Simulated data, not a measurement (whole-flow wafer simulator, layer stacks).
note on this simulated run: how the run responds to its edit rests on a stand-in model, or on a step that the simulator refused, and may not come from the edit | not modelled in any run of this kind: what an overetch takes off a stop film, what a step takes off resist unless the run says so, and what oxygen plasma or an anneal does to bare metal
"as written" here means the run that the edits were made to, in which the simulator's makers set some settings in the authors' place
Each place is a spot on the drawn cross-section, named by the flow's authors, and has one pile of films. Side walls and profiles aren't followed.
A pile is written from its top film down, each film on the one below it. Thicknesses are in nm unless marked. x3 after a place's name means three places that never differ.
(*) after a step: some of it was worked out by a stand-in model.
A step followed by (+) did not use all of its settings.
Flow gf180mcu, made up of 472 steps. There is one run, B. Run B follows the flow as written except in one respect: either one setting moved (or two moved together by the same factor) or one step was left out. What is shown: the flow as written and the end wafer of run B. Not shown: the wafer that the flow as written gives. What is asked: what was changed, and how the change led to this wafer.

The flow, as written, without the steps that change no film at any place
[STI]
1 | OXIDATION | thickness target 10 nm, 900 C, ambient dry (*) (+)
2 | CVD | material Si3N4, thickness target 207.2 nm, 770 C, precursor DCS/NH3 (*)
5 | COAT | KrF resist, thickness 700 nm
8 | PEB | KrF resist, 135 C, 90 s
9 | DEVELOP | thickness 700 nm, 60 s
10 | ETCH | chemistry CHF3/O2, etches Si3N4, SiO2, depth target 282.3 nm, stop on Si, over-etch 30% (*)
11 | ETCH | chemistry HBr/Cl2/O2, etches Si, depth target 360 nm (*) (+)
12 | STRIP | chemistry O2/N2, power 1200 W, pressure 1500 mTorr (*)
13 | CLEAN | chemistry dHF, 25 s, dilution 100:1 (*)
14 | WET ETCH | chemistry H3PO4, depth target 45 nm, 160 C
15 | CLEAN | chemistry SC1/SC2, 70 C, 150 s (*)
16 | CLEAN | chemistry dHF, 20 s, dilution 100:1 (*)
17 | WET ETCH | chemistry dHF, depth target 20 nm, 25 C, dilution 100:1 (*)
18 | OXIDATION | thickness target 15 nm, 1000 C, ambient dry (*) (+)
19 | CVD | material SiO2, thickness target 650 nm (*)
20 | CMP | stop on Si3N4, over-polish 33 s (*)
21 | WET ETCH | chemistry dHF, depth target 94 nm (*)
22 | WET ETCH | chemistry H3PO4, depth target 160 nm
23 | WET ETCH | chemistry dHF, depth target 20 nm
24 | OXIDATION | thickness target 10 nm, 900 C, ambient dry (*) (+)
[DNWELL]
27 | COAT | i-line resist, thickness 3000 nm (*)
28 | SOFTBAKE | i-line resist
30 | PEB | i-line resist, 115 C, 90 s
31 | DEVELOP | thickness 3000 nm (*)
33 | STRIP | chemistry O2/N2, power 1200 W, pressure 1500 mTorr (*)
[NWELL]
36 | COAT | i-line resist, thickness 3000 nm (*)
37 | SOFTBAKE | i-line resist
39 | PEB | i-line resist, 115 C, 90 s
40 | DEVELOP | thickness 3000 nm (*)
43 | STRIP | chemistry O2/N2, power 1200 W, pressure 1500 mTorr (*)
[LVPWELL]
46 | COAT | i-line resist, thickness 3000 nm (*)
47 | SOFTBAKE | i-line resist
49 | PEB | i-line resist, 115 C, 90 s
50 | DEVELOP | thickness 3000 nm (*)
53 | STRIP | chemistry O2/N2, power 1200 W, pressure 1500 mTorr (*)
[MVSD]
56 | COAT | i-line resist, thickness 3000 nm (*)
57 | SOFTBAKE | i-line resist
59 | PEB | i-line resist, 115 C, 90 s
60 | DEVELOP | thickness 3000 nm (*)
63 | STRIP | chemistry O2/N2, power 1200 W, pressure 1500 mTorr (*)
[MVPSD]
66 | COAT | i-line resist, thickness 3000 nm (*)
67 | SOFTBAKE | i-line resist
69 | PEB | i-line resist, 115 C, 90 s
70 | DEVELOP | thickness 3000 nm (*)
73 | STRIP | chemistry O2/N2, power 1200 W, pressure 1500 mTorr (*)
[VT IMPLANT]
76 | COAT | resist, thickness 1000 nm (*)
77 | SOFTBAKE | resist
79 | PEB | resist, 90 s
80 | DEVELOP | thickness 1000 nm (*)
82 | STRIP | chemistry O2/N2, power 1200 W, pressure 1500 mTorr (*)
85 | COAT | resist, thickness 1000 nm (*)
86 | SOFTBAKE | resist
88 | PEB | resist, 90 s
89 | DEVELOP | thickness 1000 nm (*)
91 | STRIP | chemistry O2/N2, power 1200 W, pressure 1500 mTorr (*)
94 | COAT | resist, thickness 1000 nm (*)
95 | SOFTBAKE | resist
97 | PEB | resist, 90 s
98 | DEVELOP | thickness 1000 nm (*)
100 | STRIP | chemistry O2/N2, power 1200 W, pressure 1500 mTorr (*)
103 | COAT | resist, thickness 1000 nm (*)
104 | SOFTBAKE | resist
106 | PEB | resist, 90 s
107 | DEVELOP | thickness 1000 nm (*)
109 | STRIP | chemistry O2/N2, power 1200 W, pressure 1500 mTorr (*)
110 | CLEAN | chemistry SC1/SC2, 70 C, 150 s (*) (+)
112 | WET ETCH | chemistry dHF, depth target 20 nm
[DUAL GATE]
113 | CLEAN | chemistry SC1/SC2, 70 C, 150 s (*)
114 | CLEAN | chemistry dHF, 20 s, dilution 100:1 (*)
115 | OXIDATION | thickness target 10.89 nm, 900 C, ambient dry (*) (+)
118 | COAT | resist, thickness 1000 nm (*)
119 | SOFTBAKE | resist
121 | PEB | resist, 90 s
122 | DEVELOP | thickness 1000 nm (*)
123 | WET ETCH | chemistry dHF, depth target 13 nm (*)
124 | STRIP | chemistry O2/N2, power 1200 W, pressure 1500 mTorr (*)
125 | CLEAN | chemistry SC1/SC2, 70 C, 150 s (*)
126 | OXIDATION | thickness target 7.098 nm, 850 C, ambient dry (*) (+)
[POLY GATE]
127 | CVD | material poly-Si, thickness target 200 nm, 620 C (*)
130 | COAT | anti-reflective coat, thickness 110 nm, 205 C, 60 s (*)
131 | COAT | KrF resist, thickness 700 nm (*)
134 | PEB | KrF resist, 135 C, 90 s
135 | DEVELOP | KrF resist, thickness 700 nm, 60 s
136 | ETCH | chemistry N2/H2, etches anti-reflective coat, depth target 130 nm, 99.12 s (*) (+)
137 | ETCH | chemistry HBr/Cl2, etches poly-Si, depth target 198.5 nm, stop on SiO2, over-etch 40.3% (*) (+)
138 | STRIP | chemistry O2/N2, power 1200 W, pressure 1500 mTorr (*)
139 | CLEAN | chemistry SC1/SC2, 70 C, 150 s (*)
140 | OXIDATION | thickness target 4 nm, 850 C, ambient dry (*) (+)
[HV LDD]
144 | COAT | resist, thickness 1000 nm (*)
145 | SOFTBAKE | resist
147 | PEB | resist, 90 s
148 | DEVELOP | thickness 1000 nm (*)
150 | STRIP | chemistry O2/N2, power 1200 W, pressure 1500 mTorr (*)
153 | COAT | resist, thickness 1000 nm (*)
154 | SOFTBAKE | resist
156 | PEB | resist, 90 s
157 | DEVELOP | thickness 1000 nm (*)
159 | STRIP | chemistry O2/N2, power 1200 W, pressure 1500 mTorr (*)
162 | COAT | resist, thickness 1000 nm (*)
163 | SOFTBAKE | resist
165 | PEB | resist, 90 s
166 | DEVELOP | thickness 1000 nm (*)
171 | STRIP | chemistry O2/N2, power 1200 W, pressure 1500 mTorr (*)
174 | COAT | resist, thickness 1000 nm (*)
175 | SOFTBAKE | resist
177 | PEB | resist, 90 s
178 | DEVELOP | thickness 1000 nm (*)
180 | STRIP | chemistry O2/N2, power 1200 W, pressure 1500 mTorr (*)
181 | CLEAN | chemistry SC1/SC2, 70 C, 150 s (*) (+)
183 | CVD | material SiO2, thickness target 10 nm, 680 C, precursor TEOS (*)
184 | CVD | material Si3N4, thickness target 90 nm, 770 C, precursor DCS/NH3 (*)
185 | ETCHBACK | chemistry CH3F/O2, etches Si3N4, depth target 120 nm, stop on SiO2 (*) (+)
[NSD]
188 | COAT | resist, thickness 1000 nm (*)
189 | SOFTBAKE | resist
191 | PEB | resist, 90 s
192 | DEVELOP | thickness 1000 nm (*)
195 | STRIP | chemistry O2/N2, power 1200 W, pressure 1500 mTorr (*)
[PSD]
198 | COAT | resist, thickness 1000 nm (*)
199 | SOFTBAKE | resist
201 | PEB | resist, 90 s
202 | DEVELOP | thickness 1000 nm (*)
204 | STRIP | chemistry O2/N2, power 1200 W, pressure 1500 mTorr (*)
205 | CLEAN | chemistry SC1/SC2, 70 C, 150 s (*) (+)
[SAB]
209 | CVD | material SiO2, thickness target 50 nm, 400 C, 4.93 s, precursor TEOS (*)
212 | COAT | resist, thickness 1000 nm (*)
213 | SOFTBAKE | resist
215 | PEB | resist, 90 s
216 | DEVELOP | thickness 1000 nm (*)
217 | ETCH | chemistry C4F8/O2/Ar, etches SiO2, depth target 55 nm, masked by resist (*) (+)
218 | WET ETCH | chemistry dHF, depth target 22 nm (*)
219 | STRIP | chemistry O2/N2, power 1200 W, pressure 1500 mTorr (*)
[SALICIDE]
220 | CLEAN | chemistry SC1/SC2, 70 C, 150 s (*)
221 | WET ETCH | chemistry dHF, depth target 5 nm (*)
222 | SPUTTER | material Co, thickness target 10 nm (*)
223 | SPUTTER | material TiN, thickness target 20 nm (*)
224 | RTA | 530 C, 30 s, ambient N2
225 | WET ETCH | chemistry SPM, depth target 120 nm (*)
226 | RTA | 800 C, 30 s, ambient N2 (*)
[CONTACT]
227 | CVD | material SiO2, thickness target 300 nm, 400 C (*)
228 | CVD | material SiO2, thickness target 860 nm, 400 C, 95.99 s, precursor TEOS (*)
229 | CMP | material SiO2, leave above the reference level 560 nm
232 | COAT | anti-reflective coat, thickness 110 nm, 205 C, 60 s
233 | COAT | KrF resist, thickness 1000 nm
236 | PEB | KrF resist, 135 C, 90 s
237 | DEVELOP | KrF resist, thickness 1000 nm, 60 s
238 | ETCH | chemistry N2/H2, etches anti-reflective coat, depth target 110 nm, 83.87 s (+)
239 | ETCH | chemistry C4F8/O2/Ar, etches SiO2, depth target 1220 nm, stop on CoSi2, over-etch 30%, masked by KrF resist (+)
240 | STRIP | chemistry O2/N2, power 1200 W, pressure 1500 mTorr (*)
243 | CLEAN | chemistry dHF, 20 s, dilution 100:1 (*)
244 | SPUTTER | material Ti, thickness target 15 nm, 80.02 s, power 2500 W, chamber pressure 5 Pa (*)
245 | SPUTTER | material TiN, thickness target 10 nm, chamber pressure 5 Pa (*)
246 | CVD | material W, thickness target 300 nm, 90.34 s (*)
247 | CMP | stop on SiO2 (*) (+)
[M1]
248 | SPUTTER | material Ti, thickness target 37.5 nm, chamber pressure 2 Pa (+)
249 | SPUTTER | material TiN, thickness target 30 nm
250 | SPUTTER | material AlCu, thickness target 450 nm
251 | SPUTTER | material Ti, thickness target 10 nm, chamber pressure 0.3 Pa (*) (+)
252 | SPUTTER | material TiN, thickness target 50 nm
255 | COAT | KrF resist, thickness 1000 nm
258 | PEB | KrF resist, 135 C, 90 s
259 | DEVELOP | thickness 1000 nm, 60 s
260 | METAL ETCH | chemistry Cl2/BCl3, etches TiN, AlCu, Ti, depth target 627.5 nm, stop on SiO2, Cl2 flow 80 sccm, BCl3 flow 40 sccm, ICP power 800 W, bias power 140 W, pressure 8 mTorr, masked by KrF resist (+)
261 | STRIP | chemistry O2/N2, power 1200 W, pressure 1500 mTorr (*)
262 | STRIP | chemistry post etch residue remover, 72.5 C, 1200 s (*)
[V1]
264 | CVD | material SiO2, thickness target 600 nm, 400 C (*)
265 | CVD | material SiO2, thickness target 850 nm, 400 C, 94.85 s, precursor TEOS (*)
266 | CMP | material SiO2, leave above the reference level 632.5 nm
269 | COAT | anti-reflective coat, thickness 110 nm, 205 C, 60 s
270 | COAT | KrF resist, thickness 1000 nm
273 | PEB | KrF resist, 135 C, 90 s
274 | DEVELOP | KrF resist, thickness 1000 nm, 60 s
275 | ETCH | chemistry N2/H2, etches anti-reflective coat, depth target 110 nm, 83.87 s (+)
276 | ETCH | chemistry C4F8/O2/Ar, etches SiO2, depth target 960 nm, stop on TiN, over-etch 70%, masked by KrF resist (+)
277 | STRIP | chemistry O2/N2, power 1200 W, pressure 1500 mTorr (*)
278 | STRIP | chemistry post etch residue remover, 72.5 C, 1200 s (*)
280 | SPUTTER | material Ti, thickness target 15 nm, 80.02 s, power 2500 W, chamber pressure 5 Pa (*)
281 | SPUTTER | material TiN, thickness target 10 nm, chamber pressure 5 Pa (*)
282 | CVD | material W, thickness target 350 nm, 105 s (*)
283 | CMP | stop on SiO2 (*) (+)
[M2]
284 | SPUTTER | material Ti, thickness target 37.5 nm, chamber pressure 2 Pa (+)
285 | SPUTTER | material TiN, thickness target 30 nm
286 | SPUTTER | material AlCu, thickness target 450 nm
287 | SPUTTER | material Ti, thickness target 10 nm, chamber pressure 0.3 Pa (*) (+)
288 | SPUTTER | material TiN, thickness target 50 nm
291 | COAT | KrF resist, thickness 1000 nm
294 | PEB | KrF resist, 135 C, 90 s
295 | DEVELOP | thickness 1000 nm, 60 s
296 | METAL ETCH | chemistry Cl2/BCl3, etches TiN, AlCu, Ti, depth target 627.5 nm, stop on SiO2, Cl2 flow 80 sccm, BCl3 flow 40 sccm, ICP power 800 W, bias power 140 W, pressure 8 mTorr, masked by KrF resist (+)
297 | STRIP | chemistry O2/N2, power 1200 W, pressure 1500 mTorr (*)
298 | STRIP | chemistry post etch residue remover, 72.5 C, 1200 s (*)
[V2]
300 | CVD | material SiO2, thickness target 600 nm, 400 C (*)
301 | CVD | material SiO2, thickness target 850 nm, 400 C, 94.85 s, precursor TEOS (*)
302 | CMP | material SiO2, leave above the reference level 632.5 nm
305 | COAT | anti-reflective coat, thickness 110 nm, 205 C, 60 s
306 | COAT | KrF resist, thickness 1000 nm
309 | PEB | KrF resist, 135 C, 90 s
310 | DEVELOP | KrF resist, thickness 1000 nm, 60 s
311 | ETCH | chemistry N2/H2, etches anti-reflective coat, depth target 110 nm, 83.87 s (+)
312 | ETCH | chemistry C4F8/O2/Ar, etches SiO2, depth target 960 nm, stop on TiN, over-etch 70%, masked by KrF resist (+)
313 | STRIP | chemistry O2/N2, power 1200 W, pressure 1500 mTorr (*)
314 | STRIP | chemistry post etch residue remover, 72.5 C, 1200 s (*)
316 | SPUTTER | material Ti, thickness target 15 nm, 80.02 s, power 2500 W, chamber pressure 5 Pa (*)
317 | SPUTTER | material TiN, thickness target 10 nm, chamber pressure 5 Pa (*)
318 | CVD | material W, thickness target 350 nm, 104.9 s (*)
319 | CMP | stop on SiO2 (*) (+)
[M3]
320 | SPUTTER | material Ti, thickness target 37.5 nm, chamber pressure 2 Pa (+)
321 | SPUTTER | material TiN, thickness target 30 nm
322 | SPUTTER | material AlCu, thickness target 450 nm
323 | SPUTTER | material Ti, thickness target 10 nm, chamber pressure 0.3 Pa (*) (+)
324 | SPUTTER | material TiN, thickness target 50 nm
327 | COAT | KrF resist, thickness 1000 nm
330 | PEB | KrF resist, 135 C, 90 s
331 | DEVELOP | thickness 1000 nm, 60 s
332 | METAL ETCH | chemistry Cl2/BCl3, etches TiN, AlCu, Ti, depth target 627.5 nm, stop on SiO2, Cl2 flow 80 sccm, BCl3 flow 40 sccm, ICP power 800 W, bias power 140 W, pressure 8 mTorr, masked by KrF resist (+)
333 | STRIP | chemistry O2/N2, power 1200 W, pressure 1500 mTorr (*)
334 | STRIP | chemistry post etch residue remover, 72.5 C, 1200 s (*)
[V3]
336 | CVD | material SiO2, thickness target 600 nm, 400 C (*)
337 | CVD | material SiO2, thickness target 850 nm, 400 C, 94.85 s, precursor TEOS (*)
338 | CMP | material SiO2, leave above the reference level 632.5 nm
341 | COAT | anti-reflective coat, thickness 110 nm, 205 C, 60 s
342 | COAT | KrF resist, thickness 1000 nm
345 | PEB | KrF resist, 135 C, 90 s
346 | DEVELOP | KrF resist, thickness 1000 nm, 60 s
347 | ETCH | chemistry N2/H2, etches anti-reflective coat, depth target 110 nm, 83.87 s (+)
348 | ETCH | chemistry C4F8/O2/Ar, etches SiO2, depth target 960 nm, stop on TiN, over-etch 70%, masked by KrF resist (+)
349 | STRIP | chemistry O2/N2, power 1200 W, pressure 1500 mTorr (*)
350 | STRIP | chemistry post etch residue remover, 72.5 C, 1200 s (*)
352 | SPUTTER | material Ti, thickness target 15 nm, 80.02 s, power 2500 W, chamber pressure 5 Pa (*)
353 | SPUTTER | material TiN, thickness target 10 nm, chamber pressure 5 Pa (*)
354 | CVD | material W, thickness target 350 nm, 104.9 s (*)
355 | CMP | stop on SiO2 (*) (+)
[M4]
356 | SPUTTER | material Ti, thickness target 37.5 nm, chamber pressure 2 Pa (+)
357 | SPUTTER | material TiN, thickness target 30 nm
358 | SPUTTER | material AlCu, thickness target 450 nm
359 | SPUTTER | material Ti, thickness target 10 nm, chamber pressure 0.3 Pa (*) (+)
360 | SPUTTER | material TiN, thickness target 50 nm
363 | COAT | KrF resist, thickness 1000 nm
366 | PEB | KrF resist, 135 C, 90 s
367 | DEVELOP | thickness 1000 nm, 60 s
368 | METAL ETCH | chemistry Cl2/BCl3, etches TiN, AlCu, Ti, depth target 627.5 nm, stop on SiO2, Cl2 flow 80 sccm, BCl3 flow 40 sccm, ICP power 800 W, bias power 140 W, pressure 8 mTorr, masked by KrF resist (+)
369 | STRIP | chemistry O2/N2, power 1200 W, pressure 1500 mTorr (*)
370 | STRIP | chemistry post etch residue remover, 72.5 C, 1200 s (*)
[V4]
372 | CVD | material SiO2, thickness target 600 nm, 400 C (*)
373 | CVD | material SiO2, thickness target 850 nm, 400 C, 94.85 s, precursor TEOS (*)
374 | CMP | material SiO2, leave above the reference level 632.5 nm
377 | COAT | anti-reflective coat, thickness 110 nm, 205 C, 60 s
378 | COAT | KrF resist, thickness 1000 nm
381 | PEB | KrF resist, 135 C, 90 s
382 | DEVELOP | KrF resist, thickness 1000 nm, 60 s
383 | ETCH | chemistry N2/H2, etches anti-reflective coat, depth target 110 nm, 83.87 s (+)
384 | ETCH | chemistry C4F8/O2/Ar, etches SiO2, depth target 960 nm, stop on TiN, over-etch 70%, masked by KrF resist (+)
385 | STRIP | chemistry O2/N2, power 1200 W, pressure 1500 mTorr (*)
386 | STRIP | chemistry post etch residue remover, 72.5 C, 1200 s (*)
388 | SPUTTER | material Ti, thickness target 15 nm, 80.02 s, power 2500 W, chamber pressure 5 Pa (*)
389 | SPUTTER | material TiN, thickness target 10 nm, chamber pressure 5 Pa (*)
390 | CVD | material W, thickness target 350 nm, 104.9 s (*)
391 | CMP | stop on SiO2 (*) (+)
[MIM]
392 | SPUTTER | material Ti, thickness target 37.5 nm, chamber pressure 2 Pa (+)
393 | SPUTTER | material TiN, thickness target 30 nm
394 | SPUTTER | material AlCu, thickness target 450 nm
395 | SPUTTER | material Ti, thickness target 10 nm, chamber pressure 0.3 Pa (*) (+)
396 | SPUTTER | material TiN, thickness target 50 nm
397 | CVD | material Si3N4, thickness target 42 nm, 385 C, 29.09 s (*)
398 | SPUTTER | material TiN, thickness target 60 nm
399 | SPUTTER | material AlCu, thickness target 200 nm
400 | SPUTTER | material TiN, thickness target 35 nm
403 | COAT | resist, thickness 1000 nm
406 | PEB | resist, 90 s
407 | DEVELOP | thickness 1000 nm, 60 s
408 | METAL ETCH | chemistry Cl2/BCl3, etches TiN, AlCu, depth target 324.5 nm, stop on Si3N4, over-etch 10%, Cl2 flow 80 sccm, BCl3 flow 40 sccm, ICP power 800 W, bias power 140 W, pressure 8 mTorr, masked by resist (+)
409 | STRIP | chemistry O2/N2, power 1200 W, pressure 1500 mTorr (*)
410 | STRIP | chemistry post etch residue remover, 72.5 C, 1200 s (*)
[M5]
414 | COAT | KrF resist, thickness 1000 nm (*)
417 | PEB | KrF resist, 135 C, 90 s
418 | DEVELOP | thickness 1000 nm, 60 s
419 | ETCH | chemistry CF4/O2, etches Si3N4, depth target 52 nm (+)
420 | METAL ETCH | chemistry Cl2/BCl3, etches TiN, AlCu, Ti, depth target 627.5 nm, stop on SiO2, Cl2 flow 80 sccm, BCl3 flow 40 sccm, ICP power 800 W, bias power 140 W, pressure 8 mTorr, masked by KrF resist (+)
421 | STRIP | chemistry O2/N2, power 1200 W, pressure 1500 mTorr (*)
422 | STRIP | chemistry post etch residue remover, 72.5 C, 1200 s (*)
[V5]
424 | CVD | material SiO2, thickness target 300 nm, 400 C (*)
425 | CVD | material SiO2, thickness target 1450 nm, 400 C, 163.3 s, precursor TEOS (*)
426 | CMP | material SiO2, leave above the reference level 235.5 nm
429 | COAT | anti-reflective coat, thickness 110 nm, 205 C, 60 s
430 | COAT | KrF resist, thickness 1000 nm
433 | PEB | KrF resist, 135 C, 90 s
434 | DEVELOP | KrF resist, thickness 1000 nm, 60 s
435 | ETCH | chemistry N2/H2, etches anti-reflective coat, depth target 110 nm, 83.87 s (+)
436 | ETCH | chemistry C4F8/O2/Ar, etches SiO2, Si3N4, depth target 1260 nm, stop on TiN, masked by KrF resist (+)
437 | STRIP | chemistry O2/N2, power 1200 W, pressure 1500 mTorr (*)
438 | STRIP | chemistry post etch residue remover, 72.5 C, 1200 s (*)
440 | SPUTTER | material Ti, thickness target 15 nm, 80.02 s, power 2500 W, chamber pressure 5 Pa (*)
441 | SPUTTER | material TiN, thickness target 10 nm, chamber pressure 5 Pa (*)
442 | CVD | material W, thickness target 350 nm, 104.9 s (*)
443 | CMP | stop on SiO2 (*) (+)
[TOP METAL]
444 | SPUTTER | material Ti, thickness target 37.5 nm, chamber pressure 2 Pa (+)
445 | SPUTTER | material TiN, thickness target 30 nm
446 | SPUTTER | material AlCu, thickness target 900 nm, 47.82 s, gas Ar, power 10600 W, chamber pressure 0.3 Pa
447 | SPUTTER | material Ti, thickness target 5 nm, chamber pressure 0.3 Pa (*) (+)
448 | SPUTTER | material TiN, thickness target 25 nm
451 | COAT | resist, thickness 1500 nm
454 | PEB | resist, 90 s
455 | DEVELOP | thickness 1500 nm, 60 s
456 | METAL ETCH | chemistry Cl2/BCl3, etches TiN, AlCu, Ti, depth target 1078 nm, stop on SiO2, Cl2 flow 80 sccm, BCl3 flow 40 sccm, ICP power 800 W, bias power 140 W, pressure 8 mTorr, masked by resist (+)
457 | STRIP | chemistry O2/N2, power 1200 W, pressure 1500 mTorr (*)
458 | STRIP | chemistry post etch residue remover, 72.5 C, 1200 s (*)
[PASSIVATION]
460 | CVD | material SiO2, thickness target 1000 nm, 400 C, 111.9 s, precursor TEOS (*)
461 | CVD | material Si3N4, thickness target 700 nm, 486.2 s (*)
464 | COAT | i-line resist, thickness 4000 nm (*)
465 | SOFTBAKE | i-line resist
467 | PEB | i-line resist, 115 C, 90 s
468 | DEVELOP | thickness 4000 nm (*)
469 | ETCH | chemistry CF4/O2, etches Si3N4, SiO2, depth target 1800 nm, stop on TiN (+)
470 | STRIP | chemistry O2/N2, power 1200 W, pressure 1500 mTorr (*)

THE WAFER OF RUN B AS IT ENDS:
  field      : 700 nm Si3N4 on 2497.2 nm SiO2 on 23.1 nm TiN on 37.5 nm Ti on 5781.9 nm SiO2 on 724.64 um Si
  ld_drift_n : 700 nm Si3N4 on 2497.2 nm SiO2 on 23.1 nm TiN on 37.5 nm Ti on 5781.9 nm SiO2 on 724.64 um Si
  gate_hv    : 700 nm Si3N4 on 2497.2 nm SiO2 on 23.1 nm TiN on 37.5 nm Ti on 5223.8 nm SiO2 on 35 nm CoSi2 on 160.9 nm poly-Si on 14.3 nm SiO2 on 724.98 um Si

The reason: step 394, SPUTTER: thickness target 562.5 nm was run, whereas the flow has thickness target 450 nm.

Step by step, how the change led to this:
  394 | SPUTTER | material AlCu, thickness target 450 nm
      field, field__w1, field__w2 and 108 more: +562.5 AlCu (new film) (as written it would have been: +450 AlCu (new film))
  420 | METAL ETCH | chemistry Cl2/BCl3, etches TiN, AlCu, Ti, depth target 627.5 nm, stop on SiO2, Cl2 flow 80 sccm, BCl3 flow 40 sccm, ICP power 800 W, bias power 140 W, pressure 8 mTorr, masked by KrF resist (+)
      field, field__w1, field__w2 and 101 more: -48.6 TiN (all of it), -10 Ti (all of it), -562.5 AlCu (all of it), -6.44 TiN (as written it would have been: -48.6 TiN (all of it), -10 Ti (all of it), -450 AlCu (all of it), -30 TiN (all of it), -37.5 Ti (all of it))
  424 | CVD | material SiO2, thickness target 300 nm, 400 C (*)
      field, field__w1, field__w2 and 101 more: +300 SiO2 (new film) (as written it would have been: +300 SiO2)
  426 | CMP | material SiO2, leave above the reference level 235.5 nm
      field, field__w1, field__w5 and 92 more: -249 SiO2 (as written it would have been: -300.8 SiO2)
      field__w2, field__w3, field__w12 and 6 more: -218.5 SiO2 (as written it would have been: -272.7 SiO2)
With metal films that touch counted as one body, field has 1 body; the flow as written gives 0 bodies.
With metal films that touch counted as one body, ld_drift_n has 1 body; the flow as written gives 0 bodies.
With metal films that touch counted as one body, gate_hv has 2 bodies (between them, from the top down: SiO2 5223.8); the flow as written gives 1 body.
